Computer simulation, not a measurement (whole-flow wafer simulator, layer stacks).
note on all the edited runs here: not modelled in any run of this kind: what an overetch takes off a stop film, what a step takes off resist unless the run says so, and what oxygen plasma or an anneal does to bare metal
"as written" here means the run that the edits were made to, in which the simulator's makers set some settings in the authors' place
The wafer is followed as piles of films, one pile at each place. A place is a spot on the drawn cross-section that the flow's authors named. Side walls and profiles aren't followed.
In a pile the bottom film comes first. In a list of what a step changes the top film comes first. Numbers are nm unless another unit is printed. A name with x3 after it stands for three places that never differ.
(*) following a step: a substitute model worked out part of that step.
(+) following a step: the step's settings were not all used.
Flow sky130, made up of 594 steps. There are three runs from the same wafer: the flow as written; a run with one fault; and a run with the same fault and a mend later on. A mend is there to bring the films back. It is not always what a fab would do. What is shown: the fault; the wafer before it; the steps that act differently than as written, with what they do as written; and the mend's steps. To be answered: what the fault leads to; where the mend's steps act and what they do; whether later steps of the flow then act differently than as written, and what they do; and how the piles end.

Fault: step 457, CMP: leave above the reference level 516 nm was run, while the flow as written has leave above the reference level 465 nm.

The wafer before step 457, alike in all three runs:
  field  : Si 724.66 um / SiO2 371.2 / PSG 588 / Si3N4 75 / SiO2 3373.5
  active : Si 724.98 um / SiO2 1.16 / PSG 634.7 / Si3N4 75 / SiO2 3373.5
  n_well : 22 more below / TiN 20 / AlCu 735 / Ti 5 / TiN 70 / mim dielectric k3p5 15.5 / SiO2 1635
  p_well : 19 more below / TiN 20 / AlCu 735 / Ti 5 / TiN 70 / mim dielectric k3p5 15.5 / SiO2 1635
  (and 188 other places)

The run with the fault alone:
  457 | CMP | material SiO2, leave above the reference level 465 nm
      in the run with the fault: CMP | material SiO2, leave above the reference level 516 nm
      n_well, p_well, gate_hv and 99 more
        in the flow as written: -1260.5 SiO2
        in the run with the fault: -1209.5 SiO2
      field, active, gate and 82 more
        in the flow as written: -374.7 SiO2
        in the run with the fault: -323.7 SiO2
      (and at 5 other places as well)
  Steps further on in the flow that do not act as written:
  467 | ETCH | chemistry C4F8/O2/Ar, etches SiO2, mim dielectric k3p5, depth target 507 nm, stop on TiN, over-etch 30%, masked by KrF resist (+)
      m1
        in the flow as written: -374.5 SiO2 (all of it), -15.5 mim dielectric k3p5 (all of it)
        in the run with the fault: -425.5 SiO2 (all of it), -15.5 mim dielectric k3p5 (all of it)
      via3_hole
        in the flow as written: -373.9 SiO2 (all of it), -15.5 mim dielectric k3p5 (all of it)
        in the run with the fault: -424.9 SiO2 (all of it), -15.5 mim dielectric k3p5 (all of it)
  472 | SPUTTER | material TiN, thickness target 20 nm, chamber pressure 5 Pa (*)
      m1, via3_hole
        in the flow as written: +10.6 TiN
        in the run with the fault: +9.9 TiN
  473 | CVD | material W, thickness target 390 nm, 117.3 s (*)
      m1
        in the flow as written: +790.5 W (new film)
        in the run with the fault: +842.1 W (new film)
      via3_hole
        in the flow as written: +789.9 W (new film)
        in the run with the fault: +841.5 W (new film)
  By the end, the piles at n_well, p_well, gate_hv and 104 more depart from the flow's by more than 2% or 0.5 nm, whichever is larger.
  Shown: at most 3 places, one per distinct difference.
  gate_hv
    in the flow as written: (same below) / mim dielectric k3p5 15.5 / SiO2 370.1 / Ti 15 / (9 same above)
    in the run with the fault: (same below) / mim dielectric k3p5 15.5 / SiO2 421.1 / Ti 15 / (9 same above)
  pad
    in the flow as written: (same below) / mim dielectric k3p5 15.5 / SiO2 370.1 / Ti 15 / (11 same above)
    in the run with the fault: (same below) / mim dielectric k3p5 15.5 / SiO2 421.1 / Ti 15 / (11 same above)
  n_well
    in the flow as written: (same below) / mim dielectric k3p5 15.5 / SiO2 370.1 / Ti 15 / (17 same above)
    in the run with the fault: (same below) / mim dielectric k3p5 15.5 / SiO2 421.1 / Ti 15 / (17 same above)

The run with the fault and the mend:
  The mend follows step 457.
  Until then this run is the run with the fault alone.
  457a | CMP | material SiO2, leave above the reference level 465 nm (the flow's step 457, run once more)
      field, active, n_well and 189 more
        -51 SiO2
  Later steps of the flow that are run all act as written at every place that is followed.
  At every place that both follow, the piles at the end match the flow's.
